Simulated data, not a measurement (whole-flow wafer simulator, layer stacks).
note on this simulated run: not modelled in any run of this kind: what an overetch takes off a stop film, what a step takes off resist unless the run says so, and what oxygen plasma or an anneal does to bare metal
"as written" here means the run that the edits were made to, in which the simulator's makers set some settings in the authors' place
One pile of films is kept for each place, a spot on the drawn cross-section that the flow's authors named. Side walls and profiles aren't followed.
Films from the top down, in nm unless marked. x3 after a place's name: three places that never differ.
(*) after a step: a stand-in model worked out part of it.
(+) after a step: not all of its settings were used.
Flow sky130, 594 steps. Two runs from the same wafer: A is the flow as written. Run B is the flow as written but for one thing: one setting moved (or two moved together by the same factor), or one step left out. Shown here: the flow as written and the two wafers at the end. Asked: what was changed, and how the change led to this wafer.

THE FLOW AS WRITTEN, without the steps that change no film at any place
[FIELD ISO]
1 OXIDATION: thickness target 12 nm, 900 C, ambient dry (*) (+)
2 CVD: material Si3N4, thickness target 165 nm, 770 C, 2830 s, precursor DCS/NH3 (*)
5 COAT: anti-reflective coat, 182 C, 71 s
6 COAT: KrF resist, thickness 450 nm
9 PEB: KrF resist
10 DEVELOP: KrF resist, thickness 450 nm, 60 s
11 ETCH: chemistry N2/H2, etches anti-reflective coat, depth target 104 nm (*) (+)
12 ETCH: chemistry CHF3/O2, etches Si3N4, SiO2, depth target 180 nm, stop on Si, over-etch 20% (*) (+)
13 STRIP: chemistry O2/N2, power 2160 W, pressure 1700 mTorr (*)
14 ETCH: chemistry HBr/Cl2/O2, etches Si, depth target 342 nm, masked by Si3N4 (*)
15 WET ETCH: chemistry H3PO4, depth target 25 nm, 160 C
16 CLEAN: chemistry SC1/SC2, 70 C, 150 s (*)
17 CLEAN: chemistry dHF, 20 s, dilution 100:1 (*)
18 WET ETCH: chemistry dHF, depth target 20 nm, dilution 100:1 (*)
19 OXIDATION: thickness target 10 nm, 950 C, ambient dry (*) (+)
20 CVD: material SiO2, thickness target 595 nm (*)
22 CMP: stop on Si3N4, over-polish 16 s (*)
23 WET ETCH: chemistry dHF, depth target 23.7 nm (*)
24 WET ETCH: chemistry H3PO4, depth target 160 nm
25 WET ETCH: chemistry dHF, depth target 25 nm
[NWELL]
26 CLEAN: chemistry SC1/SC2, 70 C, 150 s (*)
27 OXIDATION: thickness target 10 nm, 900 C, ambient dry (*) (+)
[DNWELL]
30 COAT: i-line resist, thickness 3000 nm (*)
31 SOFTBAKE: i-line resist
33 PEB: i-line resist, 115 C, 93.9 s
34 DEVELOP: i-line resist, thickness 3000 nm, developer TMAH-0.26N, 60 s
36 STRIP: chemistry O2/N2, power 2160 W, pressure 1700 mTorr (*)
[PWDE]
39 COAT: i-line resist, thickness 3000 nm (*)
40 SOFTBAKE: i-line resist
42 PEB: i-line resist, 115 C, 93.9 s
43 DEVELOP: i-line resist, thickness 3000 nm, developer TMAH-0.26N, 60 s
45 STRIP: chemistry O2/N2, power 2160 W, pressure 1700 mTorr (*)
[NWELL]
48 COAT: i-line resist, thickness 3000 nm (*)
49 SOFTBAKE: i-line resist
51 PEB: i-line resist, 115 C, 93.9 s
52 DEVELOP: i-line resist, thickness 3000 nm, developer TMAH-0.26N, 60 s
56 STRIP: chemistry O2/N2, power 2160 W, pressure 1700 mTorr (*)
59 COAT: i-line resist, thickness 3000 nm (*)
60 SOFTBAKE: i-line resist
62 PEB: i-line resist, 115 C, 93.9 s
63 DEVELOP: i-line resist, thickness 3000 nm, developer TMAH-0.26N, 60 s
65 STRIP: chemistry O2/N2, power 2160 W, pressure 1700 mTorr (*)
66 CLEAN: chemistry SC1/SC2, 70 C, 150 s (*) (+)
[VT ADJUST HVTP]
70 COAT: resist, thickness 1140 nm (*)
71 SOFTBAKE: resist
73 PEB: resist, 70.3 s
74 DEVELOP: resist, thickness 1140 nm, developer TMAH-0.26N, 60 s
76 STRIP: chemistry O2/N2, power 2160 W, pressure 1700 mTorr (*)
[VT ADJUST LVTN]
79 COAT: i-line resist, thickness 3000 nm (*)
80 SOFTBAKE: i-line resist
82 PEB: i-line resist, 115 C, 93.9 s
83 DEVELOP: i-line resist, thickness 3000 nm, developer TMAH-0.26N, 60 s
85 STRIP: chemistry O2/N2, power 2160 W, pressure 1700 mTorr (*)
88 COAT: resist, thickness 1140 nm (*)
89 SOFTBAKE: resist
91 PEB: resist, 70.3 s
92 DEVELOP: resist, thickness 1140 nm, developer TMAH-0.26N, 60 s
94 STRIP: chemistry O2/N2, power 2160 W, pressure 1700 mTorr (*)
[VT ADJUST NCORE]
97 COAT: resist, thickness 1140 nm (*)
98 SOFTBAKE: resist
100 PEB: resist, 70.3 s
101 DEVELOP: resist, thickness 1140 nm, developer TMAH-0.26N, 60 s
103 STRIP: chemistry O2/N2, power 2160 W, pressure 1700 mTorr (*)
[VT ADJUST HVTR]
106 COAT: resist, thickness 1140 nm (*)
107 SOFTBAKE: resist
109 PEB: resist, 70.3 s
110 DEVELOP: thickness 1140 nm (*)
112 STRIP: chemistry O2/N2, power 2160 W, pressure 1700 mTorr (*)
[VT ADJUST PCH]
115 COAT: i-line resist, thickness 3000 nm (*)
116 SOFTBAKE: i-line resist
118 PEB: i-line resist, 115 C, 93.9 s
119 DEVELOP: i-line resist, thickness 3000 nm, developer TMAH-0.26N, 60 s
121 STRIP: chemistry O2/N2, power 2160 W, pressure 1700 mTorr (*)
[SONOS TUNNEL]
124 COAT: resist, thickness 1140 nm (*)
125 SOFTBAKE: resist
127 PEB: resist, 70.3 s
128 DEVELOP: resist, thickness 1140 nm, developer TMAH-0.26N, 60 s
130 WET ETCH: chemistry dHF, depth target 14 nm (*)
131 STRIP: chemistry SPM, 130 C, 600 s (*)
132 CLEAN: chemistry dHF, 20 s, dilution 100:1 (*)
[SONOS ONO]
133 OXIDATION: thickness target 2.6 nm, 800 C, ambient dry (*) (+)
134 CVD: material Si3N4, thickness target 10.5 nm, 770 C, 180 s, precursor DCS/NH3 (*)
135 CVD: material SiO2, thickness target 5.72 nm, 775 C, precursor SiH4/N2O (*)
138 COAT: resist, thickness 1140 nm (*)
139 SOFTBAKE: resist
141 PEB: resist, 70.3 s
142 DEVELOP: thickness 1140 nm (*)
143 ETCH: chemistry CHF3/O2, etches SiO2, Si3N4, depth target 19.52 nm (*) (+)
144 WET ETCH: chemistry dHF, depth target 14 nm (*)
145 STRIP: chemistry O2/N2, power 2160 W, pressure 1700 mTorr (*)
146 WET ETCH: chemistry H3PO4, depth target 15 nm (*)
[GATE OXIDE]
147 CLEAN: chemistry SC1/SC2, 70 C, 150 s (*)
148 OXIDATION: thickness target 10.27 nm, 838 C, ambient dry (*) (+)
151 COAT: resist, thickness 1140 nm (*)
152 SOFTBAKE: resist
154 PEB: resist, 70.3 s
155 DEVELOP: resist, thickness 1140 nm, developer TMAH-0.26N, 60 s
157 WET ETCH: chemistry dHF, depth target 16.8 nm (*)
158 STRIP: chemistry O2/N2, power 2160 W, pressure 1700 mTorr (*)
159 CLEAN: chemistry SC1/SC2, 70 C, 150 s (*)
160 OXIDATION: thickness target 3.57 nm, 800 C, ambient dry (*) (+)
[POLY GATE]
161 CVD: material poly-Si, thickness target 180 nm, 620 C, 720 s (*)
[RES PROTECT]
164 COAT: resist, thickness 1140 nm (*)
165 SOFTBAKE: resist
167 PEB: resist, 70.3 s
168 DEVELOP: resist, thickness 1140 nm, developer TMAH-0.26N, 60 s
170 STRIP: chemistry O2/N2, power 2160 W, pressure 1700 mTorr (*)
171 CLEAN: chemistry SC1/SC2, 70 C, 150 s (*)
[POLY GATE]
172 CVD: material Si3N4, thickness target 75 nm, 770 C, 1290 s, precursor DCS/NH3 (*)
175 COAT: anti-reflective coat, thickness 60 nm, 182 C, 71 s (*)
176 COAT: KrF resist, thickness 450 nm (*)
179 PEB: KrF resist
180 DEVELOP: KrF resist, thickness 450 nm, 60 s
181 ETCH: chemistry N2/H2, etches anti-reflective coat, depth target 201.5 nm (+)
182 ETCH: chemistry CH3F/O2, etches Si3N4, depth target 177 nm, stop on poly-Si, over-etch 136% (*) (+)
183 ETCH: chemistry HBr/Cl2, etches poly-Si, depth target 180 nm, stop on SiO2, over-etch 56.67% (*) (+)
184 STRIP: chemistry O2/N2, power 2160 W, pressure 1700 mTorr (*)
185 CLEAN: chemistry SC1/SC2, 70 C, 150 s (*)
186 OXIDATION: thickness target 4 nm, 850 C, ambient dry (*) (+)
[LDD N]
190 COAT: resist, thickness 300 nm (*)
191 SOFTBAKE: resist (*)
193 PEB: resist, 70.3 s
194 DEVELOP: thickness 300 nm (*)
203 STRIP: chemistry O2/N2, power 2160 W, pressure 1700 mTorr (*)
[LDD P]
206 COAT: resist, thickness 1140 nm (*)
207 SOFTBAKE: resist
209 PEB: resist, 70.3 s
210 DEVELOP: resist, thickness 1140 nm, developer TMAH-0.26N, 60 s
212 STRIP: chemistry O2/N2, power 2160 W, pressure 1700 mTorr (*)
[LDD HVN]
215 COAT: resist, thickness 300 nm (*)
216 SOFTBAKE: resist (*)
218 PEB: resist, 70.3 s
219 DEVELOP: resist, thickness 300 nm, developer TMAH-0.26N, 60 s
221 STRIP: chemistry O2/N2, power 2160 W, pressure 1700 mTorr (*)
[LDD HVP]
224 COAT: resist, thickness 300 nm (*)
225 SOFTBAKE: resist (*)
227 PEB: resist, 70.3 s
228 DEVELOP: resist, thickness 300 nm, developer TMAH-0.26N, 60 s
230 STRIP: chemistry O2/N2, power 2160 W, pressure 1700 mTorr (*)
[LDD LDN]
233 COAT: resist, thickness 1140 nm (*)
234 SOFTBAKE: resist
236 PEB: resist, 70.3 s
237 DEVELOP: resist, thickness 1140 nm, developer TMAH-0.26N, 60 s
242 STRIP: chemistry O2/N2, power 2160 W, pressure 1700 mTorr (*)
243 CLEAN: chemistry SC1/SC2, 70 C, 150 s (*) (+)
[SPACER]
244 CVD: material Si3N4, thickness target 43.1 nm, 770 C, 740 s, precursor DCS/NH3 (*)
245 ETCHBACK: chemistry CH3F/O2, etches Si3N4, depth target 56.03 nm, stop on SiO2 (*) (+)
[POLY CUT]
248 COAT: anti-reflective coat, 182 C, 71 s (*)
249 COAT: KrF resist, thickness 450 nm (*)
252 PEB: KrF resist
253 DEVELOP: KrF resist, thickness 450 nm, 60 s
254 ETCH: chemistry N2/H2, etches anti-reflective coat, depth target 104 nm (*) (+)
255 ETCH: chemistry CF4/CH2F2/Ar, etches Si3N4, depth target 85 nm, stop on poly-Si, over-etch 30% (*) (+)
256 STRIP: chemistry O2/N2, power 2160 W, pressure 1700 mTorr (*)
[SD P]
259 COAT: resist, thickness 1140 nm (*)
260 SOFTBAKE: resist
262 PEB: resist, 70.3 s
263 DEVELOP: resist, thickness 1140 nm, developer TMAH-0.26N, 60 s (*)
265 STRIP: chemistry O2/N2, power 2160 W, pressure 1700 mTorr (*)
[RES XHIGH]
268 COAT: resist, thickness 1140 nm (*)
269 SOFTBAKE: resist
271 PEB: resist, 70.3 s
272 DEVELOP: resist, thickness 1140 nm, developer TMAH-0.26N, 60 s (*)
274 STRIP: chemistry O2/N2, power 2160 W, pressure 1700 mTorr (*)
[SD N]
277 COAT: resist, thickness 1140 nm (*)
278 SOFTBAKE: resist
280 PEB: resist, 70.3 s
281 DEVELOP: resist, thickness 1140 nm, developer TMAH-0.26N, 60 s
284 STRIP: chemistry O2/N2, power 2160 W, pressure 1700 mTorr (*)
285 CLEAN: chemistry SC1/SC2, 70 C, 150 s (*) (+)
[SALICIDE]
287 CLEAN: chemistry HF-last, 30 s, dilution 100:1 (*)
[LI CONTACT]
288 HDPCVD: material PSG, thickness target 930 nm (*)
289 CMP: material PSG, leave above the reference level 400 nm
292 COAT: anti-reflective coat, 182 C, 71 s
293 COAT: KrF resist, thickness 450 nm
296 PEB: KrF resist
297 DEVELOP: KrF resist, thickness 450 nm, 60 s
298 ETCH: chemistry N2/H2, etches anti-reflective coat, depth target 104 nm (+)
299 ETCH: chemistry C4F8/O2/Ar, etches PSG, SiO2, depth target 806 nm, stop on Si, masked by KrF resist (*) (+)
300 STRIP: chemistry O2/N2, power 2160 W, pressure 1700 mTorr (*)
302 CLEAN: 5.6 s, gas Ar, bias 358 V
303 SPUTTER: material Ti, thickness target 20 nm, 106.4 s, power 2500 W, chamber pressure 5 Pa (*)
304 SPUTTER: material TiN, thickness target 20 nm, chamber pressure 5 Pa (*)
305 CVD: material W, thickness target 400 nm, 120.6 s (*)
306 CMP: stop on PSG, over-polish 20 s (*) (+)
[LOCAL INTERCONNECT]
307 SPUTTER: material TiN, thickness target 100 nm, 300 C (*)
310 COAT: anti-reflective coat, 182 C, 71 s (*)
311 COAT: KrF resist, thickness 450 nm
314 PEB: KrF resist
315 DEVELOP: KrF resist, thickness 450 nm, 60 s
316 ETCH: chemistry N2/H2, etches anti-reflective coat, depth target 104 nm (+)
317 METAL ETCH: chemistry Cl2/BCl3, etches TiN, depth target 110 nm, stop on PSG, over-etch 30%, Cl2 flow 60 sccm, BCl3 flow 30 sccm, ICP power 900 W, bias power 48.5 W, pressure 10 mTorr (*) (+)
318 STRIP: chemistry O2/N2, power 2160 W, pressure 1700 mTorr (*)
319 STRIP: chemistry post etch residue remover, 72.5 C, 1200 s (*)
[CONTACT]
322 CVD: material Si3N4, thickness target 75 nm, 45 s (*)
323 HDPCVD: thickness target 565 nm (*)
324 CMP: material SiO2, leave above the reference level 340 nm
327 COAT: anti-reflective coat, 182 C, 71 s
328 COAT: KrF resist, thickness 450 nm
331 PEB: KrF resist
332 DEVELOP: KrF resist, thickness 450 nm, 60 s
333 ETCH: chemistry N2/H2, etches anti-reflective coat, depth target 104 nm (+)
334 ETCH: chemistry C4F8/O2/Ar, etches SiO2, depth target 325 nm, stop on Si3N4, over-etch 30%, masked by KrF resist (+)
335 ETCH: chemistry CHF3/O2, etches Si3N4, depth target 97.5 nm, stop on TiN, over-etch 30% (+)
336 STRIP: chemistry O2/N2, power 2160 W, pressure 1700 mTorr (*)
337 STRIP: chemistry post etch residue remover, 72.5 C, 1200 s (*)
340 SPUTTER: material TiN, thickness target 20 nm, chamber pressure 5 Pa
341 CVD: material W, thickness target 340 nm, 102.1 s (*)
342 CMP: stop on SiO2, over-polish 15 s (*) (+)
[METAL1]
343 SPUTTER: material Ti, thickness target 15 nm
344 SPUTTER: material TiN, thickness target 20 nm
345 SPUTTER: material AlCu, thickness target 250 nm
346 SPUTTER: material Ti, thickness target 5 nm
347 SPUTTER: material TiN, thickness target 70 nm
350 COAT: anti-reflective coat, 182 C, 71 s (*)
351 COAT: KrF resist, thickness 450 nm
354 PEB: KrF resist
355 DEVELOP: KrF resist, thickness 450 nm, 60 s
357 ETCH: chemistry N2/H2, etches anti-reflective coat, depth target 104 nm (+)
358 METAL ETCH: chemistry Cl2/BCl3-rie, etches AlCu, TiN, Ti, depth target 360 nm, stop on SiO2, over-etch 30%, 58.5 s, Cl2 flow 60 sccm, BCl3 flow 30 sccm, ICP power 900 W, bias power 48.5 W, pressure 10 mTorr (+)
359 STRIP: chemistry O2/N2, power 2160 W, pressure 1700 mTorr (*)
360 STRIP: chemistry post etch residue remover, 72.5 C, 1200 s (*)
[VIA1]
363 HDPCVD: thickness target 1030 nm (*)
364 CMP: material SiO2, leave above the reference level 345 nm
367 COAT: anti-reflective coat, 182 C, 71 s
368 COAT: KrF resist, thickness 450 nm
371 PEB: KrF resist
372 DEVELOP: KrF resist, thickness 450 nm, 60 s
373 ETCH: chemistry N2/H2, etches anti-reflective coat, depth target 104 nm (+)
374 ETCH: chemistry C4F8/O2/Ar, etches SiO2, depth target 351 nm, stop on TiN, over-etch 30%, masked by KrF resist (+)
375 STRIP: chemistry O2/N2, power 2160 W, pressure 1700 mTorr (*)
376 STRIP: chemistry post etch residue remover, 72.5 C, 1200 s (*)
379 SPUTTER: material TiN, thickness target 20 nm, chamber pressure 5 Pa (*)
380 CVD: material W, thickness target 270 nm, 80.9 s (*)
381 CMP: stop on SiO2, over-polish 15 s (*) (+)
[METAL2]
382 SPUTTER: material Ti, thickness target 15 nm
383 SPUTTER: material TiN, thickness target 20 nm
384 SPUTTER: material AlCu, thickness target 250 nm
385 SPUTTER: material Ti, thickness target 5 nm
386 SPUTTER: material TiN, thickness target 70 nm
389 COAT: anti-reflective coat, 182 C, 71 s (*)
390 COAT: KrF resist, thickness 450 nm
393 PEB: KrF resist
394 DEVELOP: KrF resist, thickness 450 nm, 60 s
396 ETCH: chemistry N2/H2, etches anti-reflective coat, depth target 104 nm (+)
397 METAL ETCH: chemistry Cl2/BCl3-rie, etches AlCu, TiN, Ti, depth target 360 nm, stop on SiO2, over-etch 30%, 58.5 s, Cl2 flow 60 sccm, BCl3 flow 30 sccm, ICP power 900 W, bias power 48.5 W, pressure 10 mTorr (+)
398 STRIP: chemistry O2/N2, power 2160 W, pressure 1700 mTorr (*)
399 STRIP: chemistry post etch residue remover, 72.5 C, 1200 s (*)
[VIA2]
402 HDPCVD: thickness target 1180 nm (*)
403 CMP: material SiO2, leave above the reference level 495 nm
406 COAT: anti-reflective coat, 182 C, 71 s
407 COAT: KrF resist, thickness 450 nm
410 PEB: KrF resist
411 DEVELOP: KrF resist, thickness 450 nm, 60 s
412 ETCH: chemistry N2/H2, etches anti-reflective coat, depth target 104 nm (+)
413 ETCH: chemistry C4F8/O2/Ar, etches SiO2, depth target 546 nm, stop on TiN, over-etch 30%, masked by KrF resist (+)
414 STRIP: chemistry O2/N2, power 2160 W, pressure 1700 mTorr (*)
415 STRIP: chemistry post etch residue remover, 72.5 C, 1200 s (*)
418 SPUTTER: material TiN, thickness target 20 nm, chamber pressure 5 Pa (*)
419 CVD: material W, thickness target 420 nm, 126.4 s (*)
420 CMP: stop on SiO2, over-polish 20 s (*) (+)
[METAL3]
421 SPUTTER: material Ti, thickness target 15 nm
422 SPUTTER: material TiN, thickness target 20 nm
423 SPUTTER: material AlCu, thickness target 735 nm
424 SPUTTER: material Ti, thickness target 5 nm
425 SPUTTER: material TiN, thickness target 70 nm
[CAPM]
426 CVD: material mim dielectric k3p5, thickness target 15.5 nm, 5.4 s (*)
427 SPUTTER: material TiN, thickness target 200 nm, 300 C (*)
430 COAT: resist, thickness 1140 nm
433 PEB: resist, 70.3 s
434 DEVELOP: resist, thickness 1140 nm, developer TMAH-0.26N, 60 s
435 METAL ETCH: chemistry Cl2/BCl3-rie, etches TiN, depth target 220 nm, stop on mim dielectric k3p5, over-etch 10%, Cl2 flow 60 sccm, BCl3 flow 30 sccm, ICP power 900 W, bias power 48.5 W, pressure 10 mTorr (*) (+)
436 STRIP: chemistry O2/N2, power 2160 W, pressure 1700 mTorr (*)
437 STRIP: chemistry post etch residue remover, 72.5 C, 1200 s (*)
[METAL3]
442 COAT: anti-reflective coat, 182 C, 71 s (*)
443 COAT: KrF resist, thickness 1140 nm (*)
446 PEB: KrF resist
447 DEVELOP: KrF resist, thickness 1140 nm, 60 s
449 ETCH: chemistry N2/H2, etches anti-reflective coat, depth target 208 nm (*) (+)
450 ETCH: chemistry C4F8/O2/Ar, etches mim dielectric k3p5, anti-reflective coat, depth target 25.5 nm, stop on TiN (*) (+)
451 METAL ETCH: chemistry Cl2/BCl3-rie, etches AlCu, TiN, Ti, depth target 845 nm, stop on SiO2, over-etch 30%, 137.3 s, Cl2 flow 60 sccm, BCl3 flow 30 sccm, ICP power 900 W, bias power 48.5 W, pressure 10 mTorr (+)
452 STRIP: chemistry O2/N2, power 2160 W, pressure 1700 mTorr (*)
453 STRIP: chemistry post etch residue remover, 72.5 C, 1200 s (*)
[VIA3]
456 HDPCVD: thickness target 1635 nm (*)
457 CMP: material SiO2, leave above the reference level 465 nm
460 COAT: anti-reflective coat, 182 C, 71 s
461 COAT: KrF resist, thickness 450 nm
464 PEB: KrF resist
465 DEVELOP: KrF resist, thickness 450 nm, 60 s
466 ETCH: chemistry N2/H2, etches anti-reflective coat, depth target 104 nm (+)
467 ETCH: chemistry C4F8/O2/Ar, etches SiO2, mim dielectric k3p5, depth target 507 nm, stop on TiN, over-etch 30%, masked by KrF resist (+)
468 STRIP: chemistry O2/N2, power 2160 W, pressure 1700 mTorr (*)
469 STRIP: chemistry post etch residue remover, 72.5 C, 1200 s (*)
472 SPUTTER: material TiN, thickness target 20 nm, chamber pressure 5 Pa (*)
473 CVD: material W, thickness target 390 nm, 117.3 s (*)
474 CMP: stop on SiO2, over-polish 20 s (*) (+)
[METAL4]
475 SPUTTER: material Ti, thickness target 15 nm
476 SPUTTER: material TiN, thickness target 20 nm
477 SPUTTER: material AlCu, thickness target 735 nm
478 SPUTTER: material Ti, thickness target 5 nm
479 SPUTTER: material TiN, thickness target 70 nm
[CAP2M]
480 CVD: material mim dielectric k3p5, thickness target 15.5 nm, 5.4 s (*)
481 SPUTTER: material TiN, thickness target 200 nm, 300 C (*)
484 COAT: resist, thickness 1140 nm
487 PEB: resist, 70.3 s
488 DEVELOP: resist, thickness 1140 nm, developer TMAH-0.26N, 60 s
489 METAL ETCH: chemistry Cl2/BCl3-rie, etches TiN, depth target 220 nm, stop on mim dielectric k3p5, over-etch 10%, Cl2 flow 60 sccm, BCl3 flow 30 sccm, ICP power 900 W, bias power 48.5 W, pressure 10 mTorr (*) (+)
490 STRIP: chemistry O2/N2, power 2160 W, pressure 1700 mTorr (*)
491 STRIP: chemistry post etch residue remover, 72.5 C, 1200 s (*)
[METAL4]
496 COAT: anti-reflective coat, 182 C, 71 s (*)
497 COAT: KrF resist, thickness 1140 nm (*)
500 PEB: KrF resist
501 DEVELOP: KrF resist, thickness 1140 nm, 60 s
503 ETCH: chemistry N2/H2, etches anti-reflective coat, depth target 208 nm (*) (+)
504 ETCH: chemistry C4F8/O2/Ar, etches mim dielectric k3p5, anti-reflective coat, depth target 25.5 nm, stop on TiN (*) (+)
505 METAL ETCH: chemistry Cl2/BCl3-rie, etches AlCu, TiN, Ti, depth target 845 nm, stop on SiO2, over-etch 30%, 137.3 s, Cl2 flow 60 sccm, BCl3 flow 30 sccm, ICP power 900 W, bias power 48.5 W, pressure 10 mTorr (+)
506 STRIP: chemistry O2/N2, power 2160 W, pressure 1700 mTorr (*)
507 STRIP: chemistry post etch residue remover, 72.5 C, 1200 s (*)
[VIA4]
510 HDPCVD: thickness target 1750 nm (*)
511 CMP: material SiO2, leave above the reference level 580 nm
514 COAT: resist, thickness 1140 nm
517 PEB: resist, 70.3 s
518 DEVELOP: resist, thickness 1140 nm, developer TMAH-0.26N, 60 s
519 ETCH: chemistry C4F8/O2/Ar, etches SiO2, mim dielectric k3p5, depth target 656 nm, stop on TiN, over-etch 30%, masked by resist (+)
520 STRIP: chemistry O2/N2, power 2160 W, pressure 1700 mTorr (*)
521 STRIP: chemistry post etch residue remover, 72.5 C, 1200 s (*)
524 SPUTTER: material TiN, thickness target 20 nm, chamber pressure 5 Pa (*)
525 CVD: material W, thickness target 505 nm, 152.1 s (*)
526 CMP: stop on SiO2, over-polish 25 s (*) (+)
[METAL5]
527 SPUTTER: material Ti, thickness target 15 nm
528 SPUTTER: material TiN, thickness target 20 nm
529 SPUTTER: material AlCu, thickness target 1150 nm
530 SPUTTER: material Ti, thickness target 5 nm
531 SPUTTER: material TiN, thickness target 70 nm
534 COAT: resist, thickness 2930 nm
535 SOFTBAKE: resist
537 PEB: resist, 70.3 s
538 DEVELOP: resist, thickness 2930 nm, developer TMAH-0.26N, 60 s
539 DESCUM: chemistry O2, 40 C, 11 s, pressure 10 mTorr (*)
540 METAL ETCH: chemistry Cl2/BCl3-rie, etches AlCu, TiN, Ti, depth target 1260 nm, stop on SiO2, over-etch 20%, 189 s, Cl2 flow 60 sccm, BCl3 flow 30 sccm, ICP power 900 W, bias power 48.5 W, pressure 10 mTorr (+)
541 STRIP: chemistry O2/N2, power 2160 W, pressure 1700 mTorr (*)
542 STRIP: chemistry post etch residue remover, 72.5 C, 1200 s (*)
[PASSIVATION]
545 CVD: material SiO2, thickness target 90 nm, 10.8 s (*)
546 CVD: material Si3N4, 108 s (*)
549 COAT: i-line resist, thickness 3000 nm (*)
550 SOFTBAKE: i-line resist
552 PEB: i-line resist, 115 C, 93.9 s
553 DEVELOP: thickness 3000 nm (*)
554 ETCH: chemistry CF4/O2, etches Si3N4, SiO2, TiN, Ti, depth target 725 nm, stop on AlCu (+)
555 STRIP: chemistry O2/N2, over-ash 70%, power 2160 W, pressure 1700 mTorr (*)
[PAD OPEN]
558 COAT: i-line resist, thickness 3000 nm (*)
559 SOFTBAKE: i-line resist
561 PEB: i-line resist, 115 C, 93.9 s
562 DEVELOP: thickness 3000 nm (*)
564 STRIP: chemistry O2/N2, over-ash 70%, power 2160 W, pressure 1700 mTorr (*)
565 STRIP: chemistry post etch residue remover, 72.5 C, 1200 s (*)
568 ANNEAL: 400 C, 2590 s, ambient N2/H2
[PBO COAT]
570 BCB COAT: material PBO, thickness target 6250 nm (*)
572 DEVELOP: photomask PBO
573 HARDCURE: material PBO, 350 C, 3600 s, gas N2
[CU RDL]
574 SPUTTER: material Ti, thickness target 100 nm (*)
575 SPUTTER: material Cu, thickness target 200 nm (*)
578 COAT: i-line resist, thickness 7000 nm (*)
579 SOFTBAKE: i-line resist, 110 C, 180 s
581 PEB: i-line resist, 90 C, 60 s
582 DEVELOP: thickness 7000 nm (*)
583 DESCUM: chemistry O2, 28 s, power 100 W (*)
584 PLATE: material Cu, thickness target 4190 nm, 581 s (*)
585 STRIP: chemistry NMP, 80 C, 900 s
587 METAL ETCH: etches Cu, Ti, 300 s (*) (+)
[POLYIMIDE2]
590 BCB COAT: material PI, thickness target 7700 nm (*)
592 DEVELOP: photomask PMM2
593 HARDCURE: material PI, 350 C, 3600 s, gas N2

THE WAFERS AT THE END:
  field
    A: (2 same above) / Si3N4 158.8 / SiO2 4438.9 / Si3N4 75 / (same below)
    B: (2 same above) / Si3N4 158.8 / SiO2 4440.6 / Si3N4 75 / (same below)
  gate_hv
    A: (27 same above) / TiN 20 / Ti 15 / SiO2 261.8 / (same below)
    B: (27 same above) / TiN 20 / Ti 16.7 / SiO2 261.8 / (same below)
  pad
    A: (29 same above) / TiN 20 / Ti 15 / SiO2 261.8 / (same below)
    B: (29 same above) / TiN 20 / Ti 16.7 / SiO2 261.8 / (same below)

The cause: step 343, SPUTTER: thickness target 16.7 nm was run, where the flow has thickness target 15 nm.
It can be read off the wafer: gate_hv has Ti 16.7, and step 343 as written asks for 15 nm.

How the change led to this, step by step:
  343 SPUTTER: material Ti, thickness target 15 nm
      field, active, n_well and 188 more: A Ti +15 (new film) | B Ti +16.7 (new film)
  358 METAL ETCH: chemistry Cl2/BCl3-rie, etches AlCu, TiN, Ti, depth target 360 nm, stop on SiO2, over-etch 30%, 58.5 s, Cl2 flow 60 sccm, BCl3 flow 30 sccm, ICP power 900 W, bias power 48.5 W, pressure 10 mTorr (+)
      field, active, gate and 81 more: A TiN -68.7 (all of it), Ti -5 (all of it), AlCu -250 (all of it), TiN -20 (all of it), Ti -15 (all of it), SiO2 -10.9 | B TiN -68.7 (all of it), Ti -5 (all of it), AlCu -250 (all of it), TiN -20 (all of it), Ti -16.7 (all of it), SiO2 -10.8
